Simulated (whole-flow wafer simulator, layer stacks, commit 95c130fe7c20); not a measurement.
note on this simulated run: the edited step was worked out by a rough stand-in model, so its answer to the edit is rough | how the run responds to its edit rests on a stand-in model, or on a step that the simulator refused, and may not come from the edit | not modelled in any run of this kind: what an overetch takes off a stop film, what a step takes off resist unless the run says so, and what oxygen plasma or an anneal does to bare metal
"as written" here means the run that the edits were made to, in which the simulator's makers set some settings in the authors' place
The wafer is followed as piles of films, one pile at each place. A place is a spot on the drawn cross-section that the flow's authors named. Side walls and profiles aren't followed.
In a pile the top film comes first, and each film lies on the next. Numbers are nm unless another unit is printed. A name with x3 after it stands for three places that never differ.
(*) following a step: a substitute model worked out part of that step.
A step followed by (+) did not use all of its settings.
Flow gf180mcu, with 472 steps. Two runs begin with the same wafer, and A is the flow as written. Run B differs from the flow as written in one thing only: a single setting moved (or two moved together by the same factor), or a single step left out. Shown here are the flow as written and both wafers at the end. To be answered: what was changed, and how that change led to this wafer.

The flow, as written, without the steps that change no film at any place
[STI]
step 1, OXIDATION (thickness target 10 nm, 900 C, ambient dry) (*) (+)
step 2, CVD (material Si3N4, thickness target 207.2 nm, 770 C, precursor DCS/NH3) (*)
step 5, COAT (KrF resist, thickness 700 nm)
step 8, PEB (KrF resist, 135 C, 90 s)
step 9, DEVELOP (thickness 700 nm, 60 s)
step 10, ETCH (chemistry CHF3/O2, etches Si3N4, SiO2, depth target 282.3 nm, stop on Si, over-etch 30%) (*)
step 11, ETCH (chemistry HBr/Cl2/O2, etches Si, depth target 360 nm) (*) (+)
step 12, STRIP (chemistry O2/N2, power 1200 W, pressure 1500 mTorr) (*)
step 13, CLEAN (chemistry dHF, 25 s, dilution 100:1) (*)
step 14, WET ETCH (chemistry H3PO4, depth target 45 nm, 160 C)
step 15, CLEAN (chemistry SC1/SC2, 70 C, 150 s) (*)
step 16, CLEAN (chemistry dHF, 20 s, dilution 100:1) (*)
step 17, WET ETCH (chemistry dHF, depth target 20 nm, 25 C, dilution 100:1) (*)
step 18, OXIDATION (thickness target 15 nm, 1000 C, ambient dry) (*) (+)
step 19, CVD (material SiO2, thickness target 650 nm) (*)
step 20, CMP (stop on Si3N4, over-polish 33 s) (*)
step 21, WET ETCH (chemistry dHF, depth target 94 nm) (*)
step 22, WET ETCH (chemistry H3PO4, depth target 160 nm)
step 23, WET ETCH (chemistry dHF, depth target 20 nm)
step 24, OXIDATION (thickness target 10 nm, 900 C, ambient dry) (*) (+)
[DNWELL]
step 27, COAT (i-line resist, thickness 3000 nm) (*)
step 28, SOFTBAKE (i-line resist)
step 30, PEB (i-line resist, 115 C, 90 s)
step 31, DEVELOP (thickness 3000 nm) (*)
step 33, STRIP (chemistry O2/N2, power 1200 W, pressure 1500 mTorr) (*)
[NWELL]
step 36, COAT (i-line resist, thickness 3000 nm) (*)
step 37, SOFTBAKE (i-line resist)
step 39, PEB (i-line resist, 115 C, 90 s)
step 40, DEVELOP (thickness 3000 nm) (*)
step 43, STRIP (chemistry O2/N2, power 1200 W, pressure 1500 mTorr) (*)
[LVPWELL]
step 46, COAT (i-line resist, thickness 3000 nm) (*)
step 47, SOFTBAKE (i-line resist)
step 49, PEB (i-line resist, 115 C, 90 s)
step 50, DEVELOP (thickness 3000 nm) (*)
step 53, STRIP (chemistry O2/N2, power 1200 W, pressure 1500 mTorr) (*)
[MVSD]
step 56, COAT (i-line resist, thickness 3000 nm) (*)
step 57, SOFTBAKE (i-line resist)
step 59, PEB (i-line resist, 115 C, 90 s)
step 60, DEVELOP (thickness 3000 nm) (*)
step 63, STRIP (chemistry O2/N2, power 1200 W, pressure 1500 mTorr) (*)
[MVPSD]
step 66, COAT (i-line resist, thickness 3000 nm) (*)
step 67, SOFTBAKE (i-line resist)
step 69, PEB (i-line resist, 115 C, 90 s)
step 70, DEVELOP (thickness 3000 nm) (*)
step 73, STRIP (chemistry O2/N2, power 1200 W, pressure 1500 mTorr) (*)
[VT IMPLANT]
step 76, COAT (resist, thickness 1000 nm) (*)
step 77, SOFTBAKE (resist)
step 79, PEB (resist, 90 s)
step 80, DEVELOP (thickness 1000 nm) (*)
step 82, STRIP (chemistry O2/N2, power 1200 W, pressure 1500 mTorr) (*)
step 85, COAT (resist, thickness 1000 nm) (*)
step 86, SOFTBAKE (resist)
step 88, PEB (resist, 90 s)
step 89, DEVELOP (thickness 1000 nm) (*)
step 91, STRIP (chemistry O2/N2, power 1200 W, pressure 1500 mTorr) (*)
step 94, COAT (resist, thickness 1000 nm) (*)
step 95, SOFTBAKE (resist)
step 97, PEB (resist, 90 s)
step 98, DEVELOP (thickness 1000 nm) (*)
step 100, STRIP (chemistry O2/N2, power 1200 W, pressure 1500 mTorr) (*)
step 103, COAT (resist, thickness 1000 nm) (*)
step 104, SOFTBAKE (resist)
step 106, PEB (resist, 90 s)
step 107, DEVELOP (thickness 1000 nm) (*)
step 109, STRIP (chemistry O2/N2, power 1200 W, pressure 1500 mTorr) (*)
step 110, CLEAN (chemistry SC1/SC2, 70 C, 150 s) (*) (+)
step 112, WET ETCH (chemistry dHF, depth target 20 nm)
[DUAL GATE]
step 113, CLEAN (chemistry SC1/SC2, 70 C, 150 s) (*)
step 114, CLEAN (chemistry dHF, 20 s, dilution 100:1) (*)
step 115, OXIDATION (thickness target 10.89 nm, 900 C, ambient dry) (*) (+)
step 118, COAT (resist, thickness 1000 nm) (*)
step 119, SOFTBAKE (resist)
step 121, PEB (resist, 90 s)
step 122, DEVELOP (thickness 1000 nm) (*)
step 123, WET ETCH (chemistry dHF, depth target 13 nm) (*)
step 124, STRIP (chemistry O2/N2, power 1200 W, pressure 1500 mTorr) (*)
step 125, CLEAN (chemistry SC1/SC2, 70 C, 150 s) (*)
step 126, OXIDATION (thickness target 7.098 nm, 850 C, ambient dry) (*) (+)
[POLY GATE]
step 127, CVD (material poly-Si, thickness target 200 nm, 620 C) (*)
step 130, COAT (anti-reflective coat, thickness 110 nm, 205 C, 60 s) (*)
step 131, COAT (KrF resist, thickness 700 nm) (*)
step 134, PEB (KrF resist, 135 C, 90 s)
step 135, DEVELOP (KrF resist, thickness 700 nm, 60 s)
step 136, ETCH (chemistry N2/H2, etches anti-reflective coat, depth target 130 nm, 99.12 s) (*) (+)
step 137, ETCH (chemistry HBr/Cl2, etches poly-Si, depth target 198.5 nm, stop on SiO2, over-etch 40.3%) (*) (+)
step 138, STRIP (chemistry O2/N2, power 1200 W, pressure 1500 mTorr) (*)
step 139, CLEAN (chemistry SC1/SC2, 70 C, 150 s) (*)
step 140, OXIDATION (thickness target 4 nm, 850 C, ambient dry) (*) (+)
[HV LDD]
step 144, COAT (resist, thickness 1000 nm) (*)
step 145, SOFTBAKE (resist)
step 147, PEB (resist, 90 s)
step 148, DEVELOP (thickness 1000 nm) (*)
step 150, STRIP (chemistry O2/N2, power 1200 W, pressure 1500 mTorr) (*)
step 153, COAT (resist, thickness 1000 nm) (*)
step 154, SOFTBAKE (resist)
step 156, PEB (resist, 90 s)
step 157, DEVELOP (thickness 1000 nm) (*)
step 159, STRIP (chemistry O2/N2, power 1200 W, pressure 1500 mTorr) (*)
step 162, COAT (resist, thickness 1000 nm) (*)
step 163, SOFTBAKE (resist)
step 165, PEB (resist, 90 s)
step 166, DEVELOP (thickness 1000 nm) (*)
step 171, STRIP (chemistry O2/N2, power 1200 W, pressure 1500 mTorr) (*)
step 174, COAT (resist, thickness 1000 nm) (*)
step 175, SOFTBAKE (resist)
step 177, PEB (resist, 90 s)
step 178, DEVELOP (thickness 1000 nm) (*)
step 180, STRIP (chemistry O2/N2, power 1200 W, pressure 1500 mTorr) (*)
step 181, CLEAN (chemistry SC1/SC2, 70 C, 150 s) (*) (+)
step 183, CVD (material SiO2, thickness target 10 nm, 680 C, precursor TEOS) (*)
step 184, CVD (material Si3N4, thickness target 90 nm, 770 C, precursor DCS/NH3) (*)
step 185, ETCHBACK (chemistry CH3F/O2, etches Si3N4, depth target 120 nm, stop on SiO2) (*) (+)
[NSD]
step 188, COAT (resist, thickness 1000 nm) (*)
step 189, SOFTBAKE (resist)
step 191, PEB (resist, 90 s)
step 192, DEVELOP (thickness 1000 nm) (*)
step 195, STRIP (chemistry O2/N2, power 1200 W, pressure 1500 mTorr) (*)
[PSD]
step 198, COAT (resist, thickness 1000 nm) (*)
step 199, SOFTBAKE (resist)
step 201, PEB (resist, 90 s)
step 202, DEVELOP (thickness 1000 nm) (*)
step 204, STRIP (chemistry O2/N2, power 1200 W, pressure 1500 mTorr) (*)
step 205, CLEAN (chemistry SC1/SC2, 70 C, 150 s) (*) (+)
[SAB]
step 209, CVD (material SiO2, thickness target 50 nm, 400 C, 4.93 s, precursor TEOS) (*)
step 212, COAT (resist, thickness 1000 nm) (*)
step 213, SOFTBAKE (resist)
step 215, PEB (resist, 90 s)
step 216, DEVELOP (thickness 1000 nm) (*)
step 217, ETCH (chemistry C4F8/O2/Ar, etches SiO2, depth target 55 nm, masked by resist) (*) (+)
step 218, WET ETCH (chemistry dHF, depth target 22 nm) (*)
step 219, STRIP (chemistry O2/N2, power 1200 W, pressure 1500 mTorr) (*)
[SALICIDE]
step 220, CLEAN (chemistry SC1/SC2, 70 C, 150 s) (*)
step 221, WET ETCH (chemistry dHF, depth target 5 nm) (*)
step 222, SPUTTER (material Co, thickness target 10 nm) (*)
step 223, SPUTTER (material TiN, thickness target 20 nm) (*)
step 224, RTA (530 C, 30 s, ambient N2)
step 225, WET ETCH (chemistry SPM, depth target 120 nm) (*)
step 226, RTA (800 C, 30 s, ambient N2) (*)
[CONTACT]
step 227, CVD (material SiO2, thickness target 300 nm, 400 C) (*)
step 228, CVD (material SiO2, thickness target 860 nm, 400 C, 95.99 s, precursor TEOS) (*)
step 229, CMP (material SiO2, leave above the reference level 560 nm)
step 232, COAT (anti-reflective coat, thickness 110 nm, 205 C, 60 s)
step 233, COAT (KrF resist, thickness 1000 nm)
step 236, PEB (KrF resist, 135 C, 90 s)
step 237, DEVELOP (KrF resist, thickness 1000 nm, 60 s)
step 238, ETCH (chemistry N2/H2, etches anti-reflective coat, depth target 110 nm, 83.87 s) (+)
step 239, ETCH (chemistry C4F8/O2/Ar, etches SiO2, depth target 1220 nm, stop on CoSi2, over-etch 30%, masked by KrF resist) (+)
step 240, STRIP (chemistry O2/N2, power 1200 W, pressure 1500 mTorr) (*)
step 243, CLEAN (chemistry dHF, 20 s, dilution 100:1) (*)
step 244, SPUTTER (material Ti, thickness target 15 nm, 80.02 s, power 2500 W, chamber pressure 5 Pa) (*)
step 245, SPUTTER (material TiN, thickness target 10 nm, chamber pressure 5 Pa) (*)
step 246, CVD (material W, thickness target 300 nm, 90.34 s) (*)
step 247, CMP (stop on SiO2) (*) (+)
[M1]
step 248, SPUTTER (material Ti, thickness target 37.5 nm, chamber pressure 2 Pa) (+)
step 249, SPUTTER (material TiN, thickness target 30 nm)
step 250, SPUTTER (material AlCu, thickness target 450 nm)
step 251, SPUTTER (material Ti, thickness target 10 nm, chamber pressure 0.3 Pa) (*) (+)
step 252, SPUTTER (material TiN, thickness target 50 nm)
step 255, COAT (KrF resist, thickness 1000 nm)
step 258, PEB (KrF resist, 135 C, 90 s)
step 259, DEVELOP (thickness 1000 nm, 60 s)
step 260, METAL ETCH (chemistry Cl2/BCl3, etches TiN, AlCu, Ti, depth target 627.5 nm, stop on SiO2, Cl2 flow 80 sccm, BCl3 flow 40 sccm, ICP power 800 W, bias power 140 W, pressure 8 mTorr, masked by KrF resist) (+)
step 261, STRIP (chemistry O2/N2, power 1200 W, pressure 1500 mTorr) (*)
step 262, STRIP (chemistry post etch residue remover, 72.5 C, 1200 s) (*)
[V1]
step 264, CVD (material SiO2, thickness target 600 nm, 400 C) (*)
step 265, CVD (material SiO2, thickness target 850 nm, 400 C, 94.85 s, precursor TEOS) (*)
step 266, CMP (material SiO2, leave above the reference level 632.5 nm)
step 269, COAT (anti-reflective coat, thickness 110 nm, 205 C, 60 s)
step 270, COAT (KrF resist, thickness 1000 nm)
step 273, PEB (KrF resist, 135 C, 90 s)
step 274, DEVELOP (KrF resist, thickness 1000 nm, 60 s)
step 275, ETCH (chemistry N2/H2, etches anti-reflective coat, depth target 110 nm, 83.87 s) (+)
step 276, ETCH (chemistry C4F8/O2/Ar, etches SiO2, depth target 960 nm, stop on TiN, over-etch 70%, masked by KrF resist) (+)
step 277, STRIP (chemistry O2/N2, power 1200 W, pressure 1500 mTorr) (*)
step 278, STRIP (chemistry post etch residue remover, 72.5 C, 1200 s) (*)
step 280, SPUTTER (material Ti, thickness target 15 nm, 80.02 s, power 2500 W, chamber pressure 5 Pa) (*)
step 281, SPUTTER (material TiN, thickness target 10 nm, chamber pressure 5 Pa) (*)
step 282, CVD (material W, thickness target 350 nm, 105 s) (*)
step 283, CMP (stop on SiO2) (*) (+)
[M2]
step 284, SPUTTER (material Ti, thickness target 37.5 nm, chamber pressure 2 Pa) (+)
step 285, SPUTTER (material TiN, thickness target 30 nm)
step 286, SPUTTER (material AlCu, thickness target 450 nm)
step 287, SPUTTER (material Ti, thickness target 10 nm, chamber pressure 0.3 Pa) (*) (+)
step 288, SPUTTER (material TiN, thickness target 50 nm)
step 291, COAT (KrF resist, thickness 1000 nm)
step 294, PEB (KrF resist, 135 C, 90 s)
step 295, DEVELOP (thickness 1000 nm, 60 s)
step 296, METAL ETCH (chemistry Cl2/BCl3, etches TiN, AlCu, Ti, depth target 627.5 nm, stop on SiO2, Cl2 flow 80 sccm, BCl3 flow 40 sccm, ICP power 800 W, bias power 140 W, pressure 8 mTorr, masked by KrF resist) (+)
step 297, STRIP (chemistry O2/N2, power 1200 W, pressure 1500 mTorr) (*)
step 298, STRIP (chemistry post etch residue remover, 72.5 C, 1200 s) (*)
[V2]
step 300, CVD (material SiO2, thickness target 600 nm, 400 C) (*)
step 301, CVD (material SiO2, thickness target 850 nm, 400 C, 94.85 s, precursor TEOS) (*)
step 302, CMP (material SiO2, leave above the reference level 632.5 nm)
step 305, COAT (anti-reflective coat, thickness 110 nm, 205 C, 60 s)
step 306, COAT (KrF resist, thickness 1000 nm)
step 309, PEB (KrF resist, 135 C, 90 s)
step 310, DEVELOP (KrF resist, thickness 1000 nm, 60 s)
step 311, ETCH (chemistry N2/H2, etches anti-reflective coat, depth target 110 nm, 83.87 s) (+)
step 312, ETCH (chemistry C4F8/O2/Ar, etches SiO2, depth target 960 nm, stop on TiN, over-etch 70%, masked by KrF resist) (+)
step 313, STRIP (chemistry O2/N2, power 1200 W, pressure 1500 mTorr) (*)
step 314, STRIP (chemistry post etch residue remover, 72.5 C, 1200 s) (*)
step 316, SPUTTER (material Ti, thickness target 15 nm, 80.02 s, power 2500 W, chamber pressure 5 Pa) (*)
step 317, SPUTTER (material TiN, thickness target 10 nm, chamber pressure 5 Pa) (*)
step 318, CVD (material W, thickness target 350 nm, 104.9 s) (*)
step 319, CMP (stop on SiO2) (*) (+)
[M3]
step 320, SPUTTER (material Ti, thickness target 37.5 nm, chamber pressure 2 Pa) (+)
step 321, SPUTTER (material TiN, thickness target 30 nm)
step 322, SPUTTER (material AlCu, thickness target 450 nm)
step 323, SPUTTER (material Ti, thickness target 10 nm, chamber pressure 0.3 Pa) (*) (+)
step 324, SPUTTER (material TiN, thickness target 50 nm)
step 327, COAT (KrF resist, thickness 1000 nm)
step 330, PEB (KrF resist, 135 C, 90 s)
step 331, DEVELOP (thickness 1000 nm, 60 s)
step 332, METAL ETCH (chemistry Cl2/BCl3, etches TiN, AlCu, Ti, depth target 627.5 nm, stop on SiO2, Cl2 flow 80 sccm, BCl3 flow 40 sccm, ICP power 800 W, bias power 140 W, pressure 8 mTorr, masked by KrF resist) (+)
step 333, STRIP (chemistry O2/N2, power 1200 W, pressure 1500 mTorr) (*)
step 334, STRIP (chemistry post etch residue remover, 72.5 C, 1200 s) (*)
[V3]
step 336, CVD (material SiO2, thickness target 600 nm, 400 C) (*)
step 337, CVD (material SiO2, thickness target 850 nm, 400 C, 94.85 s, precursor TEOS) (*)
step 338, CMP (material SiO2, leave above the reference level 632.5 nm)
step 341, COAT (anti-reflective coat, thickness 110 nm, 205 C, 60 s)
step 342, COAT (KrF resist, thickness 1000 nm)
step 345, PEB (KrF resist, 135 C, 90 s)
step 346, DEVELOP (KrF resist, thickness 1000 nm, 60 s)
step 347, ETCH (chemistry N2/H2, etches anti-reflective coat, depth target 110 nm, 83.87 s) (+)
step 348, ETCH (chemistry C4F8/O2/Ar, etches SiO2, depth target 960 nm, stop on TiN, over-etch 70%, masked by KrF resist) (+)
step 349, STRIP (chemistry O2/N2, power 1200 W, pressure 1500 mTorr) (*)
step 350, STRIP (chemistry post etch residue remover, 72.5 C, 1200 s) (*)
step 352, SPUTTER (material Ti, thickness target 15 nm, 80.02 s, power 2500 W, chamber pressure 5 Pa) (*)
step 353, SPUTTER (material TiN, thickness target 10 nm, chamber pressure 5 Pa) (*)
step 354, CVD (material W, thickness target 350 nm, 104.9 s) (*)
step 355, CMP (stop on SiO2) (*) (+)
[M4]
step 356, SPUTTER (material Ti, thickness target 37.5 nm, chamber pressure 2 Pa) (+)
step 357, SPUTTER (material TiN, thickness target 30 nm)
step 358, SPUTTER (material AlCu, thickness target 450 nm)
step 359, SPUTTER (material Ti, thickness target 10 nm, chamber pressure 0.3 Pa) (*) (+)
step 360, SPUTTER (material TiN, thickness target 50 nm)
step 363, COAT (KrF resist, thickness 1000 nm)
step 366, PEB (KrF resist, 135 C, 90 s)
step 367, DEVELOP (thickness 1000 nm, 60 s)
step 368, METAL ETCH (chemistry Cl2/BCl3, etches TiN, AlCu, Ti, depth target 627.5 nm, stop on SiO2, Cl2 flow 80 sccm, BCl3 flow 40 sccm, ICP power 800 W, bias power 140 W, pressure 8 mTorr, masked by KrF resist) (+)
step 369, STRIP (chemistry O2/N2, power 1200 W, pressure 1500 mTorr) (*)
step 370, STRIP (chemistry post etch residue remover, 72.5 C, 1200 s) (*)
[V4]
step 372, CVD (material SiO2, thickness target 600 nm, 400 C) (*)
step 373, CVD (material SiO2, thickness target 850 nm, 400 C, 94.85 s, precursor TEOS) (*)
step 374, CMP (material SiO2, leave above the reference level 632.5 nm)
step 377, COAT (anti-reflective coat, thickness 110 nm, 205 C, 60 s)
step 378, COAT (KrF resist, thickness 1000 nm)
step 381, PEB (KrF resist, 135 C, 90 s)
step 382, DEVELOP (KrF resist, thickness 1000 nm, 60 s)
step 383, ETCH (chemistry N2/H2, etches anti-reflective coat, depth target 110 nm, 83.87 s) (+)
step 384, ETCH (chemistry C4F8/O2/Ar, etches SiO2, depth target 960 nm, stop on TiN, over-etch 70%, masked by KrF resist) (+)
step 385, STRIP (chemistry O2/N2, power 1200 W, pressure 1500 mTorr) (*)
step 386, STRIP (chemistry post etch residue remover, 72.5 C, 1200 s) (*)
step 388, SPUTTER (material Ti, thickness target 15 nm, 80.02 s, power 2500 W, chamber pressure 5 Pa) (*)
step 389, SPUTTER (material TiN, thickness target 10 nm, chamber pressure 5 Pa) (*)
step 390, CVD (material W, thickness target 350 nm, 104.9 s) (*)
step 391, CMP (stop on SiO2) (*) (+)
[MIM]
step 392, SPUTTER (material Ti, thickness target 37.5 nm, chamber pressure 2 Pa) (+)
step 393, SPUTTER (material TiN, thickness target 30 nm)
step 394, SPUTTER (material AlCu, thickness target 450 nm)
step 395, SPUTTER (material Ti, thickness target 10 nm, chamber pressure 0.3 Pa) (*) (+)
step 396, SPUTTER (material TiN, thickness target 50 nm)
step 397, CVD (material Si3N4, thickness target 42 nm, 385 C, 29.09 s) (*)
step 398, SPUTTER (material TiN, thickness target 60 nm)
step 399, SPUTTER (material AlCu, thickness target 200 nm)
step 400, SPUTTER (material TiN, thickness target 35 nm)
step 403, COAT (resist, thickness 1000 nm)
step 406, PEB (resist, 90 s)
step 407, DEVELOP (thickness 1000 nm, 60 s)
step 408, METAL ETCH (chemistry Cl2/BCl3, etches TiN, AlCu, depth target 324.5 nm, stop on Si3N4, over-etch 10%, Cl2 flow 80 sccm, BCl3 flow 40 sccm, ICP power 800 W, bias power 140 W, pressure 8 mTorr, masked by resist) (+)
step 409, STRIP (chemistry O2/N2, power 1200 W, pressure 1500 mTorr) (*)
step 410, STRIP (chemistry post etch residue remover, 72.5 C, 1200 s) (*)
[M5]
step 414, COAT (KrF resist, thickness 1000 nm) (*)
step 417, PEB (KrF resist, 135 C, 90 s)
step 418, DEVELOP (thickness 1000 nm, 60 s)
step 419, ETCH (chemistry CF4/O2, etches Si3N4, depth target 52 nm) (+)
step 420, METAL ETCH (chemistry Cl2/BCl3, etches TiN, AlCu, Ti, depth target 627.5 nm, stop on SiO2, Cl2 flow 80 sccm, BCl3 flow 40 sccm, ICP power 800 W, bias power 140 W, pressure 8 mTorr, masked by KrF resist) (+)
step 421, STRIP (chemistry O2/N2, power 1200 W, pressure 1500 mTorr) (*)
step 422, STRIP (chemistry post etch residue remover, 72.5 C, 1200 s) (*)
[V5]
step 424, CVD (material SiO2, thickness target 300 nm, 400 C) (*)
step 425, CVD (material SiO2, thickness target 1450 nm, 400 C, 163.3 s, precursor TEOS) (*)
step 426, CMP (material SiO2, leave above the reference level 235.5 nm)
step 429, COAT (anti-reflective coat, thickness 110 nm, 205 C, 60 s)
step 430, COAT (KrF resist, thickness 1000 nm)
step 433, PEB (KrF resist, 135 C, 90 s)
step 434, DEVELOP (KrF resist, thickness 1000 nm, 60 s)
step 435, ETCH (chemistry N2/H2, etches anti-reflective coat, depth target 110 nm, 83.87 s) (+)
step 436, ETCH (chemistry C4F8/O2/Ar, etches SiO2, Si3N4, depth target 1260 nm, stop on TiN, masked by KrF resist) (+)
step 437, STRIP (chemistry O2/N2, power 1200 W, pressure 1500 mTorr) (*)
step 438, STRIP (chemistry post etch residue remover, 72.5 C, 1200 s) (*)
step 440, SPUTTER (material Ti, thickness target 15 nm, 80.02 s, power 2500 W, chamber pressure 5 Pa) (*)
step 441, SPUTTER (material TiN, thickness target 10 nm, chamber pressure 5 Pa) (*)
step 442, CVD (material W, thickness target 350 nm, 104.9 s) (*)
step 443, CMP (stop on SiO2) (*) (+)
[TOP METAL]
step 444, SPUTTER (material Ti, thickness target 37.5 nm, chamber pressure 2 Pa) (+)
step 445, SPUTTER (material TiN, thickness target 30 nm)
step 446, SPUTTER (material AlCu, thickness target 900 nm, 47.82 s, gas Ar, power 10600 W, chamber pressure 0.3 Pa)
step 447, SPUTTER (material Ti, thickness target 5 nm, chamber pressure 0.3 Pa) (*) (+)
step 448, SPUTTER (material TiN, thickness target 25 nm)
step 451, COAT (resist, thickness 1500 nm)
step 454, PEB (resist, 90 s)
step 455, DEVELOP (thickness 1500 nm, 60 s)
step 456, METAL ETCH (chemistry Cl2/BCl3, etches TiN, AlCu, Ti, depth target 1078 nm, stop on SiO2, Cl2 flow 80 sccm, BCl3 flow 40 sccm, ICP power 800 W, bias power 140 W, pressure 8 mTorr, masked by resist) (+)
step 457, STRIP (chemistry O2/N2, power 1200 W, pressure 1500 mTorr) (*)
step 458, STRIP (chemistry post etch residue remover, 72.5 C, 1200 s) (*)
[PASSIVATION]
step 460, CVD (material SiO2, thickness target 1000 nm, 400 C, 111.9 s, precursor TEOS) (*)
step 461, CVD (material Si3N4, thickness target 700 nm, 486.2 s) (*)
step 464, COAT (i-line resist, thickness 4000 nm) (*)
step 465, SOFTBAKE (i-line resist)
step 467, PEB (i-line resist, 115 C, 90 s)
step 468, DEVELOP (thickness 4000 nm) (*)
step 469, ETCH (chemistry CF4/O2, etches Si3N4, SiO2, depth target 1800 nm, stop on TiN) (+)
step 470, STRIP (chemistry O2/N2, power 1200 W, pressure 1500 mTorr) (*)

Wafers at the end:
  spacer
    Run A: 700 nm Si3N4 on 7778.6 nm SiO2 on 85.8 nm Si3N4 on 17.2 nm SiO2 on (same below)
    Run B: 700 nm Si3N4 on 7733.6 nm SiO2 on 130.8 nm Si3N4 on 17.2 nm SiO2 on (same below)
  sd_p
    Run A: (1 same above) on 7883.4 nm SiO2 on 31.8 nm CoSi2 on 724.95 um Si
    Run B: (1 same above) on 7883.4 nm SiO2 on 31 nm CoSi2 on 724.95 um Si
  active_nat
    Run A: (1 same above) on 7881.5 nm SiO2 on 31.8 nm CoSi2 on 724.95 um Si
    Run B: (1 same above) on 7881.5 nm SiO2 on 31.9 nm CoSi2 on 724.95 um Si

What caused this: step 184, CVD: thickness target 135 nm was run, while the flow as written has thickness target 90 nm; step 185, ETCHBACK: depth target 180 nm was run, where the flow has depth target 120 nm.

Step by step, how the change led to this:
  step 184, CVD (material Si3N4, thickness target 90 nm, 770 C, precursor DCS/NH3) (*)
      field, field__w1, field__w2 and 101 more: A +90 Si3N4 (new film) | B +135 Si3N4 (new film)
  step 185, ETCHBACK (chemistry CH3F/O2, etches Si3N4, depth target 120 nm, stop on SiO2) (*) (+)
      field, field__w1, field__w2 and 100 more: A -90 Si3N4 (all of it), -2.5 SiO2 | B -135 Si3N4 (all of it), -3.75 SiO2
  step 188, COAT (resist, thickness 1000 nm) (*)
      spacer: A +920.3 resist (new film) | B +874.3 resist (new film)
  step 189, SOFTBAKE (resist)
      field: A +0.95 resist | B nothing
      field__w9: A +1.85 resist | B -1.02 resist
  step 191, PEB (resist, 90 s)
      spacer: A -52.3 resist | B -49.6 resist
  step 192, DEVELOP (thickness 1000 nm) (*)
      spacer: A -868 resist (all of it) | B -824.7 resist (all of it)
  step 198, COAT (resist, thickness 1000 nm) (*)
      spacer: A +920.3 resist (new film) | B +874.3 resist (new film)
  step 199, SOFTBAKE (resist)
      field: A +0.95 resist | B nothing
      field__w9: A +1.85 resist | B -1.02 resist
  step 201, PEB (resist, 90 s)
      spacer: A -52.3 resist | B -49.6 resist
  step 204, STRIP (chemistry O2/N2, power 1200 W, pressure 1500 mTorr) (*)
      spacer: A -868 resist (all of it) | B -824.7 resist (all of it)
  step 212, COAT (resist, thickness 1000 nm) (*)
      spacer: A +919.2 resist (new film) | B +873.1 resist (new film)
  step 215, PEB (resist, 90 s)
      spacer: A -52.3 resist | B -49.5 resist
  step 216, DEVELOP (thickness 1000 nm) (*)
      spacer: A -866.9 resist (all of it) | B -823.6 resist (all of it)
  step 218, WET ETCH (chemistry dHF, depth target 22 nm) (*)
      gate, gate_hv, gate_p and 23 more: A -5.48 SiO2 (all of it) | B -4.23 SiO2 (all of it)
      active, p_well, sd_n, iso_ptap_pw, iso_ntap_nw, iso_ptap_sub, vpnp_e: A -9.01 SiO2 (all of it) | B -7.76 SiO2 (all of it)
      (and at 16 other places as well)
  step 222, SPUTTER (material Co, thickness target 10 nm) (*)
      field__w3: A +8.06 Co (new film) | B +7.28 Co (new film)
      field__w12: A +6.15 Co (new film) | B +5.6 Co (new film)
      (and at 3 other places as well)
  step 223, SPUTTER (material TiN, thickness target 20 nm) (*)
      field__w2: A +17 TiN (new film) | B +15.9 TiN (new film)
      field__w3: A +15.7 TiN (new film) | B +14.1 TiN (new film)
      (and at 6 other places as well)
  ... 3 further steps ...
  step 229, CMP (material SiO2, leave above the reference level 560 nm)
      spacer: A -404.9 SiO2 | B -449.9 SiO2
